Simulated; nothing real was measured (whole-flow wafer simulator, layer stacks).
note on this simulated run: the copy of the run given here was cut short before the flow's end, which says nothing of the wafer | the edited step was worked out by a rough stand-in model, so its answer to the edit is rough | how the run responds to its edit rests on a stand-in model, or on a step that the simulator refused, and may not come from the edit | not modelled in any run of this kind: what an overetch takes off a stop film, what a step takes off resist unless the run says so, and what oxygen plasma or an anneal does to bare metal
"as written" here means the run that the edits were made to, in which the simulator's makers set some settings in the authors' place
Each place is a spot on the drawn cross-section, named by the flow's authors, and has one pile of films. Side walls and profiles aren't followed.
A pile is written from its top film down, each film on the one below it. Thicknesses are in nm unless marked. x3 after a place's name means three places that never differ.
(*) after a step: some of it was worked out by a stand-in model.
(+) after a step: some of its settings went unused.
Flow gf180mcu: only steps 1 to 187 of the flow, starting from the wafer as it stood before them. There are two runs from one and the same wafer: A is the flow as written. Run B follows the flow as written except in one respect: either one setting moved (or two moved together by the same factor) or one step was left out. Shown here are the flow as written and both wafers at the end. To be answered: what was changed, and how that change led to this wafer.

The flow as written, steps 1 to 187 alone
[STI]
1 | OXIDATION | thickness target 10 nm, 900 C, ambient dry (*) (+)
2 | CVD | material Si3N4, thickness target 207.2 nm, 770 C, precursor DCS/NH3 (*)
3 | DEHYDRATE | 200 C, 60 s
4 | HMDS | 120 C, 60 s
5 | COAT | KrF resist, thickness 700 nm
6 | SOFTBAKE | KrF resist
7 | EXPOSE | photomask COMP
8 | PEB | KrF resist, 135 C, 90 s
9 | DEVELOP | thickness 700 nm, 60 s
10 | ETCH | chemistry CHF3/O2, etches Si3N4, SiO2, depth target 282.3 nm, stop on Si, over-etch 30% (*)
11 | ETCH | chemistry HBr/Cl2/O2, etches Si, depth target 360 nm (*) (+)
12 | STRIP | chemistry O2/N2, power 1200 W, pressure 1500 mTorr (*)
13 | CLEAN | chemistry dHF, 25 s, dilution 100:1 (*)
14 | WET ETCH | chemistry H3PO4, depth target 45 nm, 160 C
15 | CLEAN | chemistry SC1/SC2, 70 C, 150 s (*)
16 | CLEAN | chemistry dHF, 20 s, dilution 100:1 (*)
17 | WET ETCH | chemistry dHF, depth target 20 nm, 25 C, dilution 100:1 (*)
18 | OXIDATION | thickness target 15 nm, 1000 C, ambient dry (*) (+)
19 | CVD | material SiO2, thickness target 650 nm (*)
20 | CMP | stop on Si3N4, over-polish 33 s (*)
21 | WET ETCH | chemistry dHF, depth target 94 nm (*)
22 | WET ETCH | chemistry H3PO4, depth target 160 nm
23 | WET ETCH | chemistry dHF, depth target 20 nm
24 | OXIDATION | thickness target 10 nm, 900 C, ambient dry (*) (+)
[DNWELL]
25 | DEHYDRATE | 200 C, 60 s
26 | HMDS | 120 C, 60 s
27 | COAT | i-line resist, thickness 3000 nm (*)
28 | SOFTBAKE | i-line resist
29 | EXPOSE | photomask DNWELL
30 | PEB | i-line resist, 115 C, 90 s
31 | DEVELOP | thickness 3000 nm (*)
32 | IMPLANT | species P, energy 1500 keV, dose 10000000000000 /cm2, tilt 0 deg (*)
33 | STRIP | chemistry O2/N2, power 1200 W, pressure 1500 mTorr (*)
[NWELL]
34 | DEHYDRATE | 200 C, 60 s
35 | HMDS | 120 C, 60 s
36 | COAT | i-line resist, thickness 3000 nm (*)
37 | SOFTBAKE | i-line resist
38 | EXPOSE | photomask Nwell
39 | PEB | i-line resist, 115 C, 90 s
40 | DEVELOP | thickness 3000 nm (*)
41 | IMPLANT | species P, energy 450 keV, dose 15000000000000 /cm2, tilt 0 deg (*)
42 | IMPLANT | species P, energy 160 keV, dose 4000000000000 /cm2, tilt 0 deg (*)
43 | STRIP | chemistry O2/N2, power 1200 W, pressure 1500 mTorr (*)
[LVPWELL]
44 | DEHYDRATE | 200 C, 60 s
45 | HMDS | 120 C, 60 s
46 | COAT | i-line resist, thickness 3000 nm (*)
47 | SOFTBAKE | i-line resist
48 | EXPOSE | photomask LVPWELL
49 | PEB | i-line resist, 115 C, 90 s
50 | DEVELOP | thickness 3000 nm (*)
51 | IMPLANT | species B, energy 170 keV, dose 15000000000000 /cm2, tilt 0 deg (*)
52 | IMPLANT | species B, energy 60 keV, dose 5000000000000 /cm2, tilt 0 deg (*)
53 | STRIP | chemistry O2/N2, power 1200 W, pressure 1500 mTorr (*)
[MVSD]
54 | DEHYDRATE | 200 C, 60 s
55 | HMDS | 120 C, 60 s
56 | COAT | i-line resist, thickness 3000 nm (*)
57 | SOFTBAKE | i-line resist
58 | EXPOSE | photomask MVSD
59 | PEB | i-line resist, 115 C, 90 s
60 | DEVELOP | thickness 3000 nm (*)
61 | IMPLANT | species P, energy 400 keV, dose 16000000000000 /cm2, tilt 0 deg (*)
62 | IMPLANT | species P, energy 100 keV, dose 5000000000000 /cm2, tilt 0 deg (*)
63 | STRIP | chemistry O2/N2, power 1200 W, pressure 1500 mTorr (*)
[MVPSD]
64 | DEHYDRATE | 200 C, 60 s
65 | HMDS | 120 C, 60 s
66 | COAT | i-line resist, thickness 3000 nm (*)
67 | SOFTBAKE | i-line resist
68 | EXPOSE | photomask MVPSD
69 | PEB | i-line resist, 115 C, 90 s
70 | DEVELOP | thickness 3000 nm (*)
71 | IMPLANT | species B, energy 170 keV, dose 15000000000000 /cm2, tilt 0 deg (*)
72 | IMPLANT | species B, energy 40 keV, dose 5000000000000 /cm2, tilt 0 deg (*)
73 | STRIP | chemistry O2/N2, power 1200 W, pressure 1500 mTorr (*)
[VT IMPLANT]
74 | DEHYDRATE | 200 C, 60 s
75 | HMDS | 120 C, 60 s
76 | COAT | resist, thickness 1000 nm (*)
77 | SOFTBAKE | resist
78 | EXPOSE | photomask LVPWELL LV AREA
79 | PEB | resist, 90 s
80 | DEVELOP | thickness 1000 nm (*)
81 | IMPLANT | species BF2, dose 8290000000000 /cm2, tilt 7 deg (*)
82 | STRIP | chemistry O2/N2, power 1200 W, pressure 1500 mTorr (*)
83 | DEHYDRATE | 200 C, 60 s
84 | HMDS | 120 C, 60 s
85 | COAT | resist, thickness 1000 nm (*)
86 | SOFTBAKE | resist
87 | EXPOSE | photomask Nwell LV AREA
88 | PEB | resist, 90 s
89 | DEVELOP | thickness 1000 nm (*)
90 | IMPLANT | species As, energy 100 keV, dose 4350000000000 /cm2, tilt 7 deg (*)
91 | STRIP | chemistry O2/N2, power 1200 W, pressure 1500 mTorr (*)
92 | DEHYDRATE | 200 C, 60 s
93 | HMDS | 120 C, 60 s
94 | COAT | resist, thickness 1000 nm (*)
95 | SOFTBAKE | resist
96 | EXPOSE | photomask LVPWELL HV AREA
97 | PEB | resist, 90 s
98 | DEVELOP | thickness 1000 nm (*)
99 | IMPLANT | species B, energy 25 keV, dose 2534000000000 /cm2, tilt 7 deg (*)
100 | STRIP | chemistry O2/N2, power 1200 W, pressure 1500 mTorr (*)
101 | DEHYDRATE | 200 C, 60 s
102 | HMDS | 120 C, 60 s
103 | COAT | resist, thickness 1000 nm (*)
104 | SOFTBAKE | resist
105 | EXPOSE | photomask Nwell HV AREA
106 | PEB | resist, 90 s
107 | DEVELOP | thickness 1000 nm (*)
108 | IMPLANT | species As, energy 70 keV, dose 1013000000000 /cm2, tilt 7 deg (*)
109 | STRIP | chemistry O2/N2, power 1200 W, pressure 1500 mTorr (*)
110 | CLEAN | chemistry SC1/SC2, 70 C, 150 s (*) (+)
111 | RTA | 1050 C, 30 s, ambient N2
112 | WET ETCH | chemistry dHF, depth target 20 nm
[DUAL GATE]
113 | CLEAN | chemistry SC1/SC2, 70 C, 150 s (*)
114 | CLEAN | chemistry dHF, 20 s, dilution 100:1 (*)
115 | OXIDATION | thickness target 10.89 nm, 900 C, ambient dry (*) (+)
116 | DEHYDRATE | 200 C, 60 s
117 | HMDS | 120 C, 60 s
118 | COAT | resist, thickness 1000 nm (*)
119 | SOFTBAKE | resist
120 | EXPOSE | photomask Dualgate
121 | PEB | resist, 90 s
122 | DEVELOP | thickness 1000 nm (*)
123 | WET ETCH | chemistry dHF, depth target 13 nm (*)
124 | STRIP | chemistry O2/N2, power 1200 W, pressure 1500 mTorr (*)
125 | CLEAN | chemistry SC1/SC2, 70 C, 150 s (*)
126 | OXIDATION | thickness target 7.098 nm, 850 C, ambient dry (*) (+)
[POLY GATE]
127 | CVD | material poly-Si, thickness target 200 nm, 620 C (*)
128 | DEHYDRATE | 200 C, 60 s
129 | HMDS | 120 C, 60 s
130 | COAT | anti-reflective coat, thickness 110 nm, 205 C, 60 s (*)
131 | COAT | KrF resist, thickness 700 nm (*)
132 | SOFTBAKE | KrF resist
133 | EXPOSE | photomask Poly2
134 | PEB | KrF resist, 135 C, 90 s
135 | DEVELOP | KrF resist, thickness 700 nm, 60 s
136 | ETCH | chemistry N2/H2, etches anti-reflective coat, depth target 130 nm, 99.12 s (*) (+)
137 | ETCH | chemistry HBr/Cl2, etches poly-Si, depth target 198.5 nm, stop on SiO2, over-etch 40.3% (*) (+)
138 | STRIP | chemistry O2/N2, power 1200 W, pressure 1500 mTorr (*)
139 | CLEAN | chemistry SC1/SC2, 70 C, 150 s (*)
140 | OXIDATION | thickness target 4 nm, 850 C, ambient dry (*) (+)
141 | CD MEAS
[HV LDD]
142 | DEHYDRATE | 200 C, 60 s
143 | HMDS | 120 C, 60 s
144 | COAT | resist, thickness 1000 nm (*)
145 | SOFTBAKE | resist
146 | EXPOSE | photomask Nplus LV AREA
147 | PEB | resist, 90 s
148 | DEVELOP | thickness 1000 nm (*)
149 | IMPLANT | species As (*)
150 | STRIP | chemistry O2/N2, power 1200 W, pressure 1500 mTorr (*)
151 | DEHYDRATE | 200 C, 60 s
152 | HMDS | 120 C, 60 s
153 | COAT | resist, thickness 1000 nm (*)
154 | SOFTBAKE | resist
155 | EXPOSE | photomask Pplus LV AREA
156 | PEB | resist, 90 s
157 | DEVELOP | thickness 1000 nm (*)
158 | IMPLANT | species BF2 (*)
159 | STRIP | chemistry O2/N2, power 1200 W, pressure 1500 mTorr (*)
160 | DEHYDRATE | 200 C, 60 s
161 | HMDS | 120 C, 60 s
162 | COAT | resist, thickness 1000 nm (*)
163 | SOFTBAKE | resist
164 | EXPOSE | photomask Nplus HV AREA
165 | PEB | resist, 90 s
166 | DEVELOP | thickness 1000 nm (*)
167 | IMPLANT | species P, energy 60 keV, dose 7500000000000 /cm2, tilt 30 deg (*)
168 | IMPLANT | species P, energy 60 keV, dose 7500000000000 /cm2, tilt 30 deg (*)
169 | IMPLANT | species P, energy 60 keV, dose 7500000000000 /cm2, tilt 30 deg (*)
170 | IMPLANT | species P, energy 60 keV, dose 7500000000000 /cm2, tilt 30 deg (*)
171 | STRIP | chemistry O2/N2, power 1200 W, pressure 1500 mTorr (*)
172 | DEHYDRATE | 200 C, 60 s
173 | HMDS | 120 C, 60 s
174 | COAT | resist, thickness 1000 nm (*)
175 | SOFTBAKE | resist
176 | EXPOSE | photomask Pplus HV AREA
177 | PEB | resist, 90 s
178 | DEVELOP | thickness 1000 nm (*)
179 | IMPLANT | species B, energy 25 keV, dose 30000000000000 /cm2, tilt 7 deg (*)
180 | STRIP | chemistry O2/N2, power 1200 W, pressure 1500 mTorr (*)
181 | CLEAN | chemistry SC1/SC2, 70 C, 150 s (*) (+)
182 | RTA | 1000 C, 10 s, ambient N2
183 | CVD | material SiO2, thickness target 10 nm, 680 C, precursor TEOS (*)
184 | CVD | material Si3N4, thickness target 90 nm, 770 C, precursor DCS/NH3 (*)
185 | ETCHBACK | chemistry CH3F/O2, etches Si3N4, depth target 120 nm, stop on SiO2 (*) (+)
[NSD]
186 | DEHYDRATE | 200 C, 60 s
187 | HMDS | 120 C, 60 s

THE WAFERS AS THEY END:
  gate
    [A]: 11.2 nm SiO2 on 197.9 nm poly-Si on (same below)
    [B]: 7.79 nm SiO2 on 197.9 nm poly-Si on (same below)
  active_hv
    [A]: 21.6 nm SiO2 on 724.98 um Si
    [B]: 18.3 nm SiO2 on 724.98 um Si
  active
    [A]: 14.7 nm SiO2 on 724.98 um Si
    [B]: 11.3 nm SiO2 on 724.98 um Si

The reason: step 184, CVD: thickness target 49.5 nm was run, though the flow has thickness target 90 nm.

How this came from the change, step by step:
  184 | CVD | material Si3N4, thickness target 90 nm, 770 C, precursor DCS/NH3 (*)
      field, field__w1, field__w2 and 101 more: A Si3N4 gains 90 (new film) | B Si3N4 gains 49.5 (new film)
  185 | ETCHBACK | chemistry CH3F/O2, etches Si3N4, depth target 120 nm, stop on SiO2 (*) (+)
      field, field__w1, field__w2 and 100 more: A Si3N4 loses 90 (all of it), SiO2 loses 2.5 | B Si3N4 loses 49.5 (all of it), SiO2 loses 5.88
